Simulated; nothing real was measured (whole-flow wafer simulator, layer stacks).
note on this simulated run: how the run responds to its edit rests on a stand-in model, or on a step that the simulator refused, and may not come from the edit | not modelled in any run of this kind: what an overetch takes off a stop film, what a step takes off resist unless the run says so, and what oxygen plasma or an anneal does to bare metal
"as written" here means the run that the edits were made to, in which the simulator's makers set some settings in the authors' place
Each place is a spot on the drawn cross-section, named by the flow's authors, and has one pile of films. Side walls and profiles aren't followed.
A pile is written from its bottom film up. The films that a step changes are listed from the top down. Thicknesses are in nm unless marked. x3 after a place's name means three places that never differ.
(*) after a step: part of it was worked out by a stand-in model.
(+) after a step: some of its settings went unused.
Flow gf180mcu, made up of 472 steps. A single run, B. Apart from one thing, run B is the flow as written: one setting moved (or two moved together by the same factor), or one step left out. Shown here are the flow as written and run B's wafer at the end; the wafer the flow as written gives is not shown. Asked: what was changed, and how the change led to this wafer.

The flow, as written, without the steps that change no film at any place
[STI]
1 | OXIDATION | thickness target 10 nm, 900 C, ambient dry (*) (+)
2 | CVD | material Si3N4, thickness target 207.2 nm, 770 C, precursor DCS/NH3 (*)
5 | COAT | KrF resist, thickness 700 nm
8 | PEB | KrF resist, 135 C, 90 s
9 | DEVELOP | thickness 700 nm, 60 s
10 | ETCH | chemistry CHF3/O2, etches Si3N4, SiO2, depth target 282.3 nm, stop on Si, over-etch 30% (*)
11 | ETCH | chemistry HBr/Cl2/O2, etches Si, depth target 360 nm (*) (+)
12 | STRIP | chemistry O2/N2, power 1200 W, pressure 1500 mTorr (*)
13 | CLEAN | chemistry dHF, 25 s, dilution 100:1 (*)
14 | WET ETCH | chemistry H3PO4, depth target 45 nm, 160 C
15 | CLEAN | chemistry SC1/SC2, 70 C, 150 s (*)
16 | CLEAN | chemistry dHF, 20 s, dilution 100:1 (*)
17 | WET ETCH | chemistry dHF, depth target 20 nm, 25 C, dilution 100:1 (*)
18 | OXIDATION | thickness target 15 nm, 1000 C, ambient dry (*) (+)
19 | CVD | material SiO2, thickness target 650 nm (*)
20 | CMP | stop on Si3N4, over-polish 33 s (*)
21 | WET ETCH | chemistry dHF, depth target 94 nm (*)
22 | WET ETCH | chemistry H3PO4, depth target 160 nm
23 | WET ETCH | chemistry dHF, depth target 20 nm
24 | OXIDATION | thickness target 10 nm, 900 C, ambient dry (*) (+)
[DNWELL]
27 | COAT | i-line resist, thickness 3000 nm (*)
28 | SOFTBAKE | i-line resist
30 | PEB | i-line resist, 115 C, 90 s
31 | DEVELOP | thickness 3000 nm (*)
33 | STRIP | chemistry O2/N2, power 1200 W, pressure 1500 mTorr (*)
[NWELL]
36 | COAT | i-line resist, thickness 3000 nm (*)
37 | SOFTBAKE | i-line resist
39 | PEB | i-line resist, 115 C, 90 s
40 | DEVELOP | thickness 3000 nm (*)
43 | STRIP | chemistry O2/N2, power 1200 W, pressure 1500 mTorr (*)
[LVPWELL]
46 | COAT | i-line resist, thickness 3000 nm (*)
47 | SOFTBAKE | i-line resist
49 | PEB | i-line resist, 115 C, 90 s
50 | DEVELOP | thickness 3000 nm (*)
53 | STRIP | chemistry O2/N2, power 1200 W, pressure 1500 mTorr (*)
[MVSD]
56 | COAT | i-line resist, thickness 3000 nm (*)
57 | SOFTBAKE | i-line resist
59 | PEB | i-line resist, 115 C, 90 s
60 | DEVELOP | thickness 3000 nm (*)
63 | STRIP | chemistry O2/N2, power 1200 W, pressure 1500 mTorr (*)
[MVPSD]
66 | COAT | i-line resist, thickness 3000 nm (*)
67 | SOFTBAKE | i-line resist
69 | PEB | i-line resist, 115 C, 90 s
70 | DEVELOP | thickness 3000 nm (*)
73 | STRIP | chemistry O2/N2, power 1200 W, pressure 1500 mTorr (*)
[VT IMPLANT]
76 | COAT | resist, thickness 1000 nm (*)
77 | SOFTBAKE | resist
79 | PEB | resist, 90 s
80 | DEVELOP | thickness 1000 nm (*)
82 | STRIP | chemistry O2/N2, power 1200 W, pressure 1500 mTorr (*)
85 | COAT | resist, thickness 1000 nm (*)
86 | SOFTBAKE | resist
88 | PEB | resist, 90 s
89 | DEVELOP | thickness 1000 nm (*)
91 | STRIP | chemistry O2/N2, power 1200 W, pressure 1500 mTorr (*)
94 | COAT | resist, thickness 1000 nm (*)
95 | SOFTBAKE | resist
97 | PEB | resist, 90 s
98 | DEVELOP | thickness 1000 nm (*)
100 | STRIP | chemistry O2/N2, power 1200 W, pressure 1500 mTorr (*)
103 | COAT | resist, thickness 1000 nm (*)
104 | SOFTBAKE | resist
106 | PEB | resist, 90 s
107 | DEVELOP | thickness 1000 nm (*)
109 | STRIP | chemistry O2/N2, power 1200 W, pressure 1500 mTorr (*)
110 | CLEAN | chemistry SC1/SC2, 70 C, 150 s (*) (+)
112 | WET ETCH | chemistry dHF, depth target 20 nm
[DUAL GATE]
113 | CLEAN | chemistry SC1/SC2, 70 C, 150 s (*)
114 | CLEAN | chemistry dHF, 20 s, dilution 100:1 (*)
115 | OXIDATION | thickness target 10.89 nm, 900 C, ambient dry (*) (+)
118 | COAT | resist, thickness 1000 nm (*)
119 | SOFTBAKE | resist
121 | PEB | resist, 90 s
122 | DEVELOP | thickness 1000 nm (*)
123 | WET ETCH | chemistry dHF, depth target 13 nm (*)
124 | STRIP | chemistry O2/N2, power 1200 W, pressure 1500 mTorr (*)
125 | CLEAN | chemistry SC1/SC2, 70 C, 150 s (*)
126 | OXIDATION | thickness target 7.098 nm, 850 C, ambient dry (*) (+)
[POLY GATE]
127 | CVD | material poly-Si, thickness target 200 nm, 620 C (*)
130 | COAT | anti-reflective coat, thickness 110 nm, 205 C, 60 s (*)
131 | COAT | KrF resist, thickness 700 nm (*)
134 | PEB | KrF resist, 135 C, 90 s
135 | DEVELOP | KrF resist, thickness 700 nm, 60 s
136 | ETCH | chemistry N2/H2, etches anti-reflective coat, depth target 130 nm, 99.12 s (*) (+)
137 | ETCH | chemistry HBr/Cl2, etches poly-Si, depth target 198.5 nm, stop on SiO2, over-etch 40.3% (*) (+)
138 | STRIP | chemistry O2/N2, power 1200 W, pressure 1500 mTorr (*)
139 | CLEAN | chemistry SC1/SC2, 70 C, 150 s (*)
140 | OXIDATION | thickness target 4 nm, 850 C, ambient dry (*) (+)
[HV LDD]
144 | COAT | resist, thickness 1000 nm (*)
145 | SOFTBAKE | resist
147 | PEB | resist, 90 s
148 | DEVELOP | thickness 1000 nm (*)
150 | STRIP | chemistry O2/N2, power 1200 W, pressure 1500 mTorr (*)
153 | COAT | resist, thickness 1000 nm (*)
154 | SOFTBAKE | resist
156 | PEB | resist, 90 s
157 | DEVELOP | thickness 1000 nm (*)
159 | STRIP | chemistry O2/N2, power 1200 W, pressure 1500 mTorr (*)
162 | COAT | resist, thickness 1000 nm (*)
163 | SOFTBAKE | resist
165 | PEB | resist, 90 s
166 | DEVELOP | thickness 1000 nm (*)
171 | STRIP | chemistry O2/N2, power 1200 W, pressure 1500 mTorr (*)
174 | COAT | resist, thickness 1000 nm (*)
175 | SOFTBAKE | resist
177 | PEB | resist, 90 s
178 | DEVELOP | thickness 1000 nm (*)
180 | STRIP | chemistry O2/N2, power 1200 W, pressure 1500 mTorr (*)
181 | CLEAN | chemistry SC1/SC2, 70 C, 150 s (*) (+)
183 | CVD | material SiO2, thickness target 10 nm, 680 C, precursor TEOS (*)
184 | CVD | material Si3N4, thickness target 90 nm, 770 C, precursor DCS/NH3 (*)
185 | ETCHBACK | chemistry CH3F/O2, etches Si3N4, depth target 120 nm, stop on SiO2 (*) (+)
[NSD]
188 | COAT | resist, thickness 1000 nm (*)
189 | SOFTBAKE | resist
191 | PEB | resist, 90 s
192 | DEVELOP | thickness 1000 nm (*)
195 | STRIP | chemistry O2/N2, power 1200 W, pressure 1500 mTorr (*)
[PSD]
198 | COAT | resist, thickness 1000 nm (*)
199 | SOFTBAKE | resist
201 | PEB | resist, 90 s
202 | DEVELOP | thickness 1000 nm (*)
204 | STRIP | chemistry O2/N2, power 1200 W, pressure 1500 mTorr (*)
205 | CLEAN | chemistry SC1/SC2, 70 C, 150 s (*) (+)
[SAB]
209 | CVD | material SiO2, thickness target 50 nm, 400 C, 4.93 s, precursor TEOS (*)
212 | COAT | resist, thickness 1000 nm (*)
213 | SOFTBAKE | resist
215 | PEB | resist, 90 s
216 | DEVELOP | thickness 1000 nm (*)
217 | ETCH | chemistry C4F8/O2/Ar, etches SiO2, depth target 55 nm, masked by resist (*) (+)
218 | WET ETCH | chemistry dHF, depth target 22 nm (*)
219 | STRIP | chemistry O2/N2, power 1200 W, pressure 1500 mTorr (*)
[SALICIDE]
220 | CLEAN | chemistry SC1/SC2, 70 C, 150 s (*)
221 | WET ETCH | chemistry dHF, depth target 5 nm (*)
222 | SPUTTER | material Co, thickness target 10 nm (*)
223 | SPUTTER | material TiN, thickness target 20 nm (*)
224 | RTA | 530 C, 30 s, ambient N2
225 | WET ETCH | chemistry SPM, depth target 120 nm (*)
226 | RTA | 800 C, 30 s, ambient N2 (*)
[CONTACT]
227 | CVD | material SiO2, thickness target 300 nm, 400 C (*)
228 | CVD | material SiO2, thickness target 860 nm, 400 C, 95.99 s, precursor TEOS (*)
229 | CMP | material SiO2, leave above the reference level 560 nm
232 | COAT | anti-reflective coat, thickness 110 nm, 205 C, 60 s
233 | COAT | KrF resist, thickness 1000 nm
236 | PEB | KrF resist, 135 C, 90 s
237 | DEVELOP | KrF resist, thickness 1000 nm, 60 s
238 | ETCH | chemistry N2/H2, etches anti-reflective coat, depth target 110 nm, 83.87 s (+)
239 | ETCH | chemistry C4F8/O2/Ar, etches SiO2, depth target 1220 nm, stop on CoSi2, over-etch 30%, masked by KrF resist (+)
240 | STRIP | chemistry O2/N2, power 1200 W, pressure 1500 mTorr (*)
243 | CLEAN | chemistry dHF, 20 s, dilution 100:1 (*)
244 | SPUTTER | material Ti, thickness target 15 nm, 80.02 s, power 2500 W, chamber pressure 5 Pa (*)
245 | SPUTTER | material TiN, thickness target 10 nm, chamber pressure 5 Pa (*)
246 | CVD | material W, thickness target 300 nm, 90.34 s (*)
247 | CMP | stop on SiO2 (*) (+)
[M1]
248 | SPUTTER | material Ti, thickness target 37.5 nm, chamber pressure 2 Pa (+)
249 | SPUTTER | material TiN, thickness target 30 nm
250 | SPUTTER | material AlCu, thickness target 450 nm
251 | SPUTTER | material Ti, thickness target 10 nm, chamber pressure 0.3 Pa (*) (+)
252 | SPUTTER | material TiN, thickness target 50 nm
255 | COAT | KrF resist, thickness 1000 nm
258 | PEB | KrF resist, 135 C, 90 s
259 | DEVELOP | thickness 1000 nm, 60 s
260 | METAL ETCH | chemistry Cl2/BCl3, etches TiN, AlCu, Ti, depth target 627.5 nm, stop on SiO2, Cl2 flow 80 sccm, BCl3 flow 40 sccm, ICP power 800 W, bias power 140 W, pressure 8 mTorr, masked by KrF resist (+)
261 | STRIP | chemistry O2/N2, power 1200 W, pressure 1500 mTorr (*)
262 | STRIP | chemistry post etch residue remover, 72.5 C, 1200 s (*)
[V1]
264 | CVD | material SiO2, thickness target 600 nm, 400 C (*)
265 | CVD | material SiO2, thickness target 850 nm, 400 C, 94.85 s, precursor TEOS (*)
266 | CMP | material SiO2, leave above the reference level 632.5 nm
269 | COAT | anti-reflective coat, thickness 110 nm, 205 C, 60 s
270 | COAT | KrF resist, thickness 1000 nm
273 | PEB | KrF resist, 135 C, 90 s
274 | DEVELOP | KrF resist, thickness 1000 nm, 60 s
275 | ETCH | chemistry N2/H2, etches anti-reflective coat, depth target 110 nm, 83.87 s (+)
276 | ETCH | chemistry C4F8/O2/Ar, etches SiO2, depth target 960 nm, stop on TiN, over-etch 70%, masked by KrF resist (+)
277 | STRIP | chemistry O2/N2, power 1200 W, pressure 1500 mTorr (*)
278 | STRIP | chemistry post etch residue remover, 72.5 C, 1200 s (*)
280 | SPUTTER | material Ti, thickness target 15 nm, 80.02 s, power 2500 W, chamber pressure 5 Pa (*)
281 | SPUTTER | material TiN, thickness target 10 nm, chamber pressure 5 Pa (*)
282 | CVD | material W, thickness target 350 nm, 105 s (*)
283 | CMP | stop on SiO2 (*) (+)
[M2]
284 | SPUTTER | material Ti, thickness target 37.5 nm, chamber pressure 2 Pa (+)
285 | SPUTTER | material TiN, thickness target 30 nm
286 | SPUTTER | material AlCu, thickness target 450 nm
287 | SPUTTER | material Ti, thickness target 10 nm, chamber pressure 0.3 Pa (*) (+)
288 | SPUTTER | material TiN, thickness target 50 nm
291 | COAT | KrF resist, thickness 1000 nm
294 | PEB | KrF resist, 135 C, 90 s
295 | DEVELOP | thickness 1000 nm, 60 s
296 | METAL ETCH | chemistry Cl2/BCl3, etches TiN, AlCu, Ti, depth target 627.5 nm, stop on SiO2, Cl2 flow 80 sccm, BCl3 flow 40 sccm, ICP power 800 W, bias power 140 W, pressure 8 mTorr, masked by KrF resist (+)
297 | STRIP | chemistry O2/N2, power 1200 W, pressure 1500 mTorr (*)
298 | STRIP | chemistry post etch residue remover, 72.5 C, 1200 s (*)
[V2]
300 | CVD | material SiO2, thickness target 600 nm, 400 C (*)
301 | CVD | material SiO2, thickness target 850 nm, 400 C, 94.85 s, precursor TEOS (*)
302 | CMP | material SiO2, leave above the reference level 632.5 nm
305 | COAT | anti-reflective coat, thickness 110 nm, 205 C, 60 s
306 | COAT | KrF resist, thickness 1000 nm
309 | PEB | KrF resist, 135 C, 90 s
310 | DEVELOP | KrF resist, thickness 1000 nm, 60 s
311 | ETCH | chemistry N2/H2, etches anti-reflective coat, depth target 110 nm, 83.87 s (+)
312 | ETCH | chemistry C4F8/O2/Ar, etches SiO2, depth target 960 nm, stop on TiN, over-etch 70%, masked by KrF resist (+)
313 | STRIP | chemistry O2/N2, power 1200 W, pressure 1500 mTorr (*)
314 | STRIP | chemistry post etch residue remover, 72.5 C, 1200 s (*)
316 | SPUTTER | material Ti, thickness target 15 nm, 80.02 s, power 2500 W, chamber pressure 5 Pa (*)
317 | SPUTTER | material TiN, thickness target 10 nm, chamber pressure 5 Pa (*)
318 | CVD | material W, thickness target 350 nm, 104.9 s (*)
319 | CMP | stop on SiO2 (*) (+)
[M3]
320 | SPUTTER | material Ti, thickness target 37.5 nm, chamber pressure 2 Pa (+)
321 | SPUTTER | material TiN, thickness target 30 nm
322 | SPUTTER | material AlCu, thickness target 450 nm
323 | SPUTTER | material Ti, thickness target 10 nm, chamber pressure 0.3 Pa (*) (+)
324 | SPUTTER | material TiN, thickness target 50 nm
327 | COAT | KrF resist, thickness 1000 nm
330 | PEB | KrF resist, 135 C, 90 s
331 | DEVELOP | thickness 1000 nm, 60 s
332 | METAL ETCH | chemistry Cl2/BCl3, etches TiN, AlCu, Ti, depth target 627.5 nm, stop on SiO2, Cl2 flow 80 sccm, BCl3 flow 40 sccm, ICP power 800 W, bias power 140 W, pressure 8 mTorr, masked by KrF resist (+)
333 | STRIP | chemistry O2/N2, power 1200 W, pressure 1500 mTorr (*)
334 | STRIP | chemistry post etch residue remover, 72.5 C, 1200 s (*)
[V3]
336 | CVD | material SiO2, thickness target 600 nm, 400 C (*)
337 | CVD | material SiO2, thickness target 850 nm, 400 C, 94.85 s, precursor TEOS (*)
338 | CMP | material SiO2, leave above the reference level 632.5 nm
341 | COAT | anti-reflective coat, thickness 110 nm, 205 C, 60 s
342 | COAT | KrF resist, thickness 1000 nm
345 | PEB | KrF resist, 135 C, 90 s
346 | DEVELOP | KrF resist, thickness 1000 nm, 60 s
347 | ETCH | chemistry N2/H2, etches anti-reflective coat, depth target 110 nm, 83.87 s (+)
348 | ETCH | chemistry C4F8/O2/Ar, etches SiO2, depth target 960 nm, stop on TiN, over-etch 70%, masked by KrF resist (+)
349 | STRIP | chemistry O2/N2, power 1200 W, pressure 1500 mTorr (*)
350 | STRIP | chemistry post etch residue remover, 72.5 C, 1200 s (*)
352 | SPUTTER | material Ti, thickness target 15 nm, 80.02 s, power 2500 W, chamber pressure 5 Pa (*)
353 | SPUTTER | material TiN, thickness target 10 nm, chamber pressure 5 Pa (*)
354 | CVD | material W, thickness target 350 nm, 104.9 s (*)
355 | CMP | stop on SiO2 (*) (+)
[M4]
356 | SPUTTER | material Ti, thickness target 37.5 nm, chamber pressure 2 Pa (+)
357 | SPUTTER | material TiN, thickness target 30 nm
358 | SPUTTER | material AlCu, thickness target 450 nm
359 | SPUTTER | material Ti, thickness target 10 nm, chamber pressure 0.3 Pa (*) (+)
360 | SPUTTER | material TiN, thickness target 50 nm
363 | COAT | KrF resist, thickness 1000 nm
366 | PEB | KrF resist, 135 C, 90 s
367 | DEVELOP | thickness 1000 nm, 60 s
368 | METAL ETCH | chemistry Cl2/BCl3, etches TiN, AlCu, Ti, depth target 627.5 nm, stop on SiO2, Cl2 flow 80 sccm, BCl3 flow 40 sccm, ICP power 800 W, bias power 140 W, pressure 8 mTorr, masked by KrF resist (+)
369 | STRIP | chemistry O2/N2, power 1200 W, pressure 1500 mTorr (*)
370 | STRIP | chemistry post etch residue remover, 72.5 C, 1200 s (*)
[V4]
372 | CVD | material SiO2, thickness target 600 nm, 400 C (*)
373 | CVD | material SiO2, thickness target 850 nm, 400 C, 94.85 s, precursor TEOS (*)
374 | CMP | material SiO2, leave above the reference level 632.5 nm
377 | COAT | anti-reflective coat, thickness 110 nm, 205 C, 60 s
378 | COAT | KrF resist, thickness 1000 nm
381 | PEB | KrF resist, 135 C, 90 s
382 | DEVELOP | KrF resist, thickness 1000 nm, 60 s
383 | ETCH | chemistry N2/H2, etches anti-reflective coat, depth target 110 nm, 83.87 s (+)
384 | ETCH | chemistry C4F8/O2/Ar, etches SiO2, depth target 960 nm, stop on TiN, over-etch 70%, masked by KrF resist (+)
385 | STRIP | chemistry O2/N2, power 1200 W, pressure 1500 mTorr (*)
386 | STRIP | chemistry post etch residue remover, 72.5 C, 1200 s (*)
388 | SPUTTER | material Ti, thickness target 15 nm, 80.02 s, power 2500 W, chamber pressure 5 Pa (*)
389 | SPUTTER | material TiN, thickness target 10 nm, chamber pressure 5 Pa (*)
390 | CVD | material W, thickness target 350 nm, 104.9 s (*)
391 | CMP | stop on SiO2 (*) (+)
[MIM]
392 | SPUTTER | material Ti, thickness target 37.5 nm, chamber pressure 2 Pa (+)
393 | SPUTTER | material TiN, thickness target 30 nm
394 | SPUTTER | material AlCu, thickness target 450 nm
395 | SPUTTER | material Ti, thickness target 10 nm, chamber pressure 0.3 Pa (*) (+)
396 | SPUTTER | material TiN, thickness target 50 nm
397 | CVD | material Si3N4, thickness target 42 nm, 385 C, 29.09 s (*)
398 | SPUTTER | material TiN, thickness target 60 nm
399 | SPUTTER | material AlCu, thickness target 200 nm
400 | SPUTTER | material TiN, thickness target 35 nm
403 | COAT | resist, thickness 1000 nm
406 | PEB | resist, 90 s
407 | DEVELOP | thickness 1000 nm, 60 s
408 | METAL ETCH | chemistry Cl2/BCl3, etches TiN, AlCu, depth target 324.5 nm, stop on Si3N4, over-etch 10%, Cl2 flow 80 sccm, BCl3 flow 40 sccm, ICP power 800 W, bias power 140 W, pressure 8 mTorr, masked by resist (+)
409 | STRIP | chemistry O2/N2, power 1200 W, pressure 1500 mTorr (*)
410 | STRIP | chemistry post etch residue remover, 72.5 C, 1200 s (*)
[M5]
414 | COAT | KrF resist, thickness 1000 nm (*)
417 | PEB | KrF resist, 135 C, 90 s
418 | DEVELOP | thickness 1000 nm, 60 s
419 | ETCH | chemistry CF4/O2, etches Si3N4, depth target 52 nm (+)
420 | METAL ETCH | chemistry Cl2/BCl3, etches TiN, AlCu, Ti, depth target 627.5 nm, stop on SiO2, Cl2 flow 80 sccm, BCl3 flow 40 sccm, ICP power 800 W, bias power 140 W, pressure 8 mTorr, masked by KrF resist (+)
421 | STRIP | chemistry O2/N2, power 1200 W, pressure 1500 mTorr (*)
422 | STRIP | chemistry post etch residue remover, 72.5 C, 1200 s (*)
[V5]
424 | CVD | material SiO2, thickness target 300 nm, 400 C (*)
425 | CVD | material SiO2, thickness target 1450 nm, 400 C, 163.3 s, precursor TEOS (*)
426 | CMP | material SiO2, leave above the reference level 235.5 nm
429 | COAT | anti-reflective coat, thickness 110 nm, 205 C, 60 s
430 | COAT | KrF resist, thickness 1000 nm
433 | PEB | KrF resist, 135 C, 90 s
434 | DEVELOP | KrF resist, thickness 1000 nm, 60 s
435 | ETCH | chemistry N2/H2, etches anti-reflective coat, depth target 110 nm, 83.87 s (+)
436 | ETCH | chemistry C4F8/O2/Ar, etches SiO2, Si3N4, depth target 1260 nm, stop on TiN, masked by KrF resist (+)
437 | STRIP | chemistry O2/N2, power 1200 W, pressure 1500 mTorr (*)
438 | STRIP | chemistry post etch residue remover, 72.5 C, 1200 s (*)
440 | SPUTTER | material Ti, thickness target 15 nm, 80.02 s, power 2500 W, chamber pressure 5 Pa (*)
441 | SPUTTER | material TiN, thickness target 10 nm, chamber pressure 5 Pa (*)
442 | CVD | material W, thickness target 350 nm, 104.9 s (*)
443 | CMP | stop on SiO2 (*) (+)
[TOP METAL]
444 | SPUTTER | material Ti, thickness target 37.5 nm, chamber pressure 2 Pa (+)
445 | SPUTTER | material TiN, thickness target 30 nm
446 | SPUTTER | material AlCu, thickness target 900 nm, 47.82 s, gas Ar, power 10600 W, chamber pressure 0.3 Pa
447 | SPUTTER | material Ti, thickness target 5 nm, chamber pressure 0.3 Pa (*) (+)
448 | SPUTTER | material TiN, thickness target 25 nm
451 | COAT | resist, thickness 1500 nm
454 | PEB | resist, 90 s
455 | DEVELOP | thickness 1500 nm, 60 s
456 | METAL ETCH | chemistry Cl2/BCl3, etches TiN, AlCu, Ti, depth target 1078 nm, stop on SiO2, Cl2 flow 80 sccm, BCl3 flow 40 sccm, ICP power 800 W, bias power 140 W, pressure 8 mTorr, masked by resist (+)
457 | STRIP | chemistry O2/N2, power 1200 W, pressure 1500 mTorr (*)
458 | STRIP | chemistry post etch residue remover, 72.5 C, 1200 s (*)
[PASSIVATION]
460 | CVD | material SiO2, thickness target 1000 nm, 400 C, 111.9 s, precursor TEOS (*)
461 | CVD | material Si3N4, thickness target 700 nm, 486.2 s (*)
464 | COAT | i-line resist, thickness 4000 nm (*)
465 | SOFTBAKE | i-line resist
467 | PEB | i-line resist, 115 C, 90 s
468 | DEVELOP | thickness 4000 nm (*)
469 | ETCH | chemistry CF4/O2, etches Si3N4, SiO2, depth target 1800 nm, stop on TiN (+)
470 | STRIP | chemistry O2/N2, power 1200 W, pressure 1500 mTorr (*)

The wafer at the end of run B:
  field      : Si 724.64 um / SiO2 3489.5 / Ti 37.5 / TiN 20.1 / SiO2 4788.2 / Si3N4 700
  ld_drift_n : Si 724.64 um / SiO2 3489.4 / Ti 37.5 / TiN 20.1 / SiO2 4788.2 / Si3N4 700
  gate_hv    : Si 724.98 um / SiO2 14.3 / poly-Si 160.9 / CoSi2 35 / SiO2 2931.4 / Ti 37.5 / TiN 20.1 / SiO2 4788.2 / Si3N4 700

What caused this: step 322, SPUTTER: thickness target 558 nm was run, though the flow has thickness target 450 nm.

How this came from the change, step by step:
  322 | SPUTTER | material AlCu, thickness target 450 nm
      field, field__w1, field__w2 and 108 more: +558 AlCu (new film) (in the flow as written it would be: +450 AlCu (new film))
  332 | METAL ETCH | chemistry Cl2/BCl3, etches TiN, AlCu, Ti, depth target 627.5 nm, stop on SiO2, Cl2 flow 80 sccm, BCl3 flow 40 sccm, ICP power 800 W, bias power 140 W, pressure 8 mTorr, masked by KrF resist (+)
      field, field__w1, field__w2 and 103 more: -50 TiN (all of it), -10 Ti (all of it), -558 AlCu (all of it), -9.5 TiN (in the flow as written it would be: -50 TiN (all of it), -10 Ti (all of it), -450 AlCu (all of it), -30 TiN (all of it), -37.5 Ti (all of it))
  336 | CVD | material SiO2, thickness target 600 nm, 400 C (*)
      field, field__w1, field__w2 and 103 more: +600 SiO2 (new film) (in the flow as written it would be: +600 SiO2)
  338 | CMP | material SiO2, leave above the reference level 632.5 nm
      field, field__w1, field__w2 and 103 more: -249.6 SiO2 (in the flow as written it would be: -300 SiO2)
With metal films that touch counted as one body, field has 1 body; the flow as written gives 0 bodies.
With metal films that touch counted as one body, ld_drift_n has 1 body; the flow as written gives 0 bodies.
With metal films that touch counted as one body, gate_hv has 2 bodies (between them, from the top down: SiO2 2931.4); the flow as written gives 1 body.
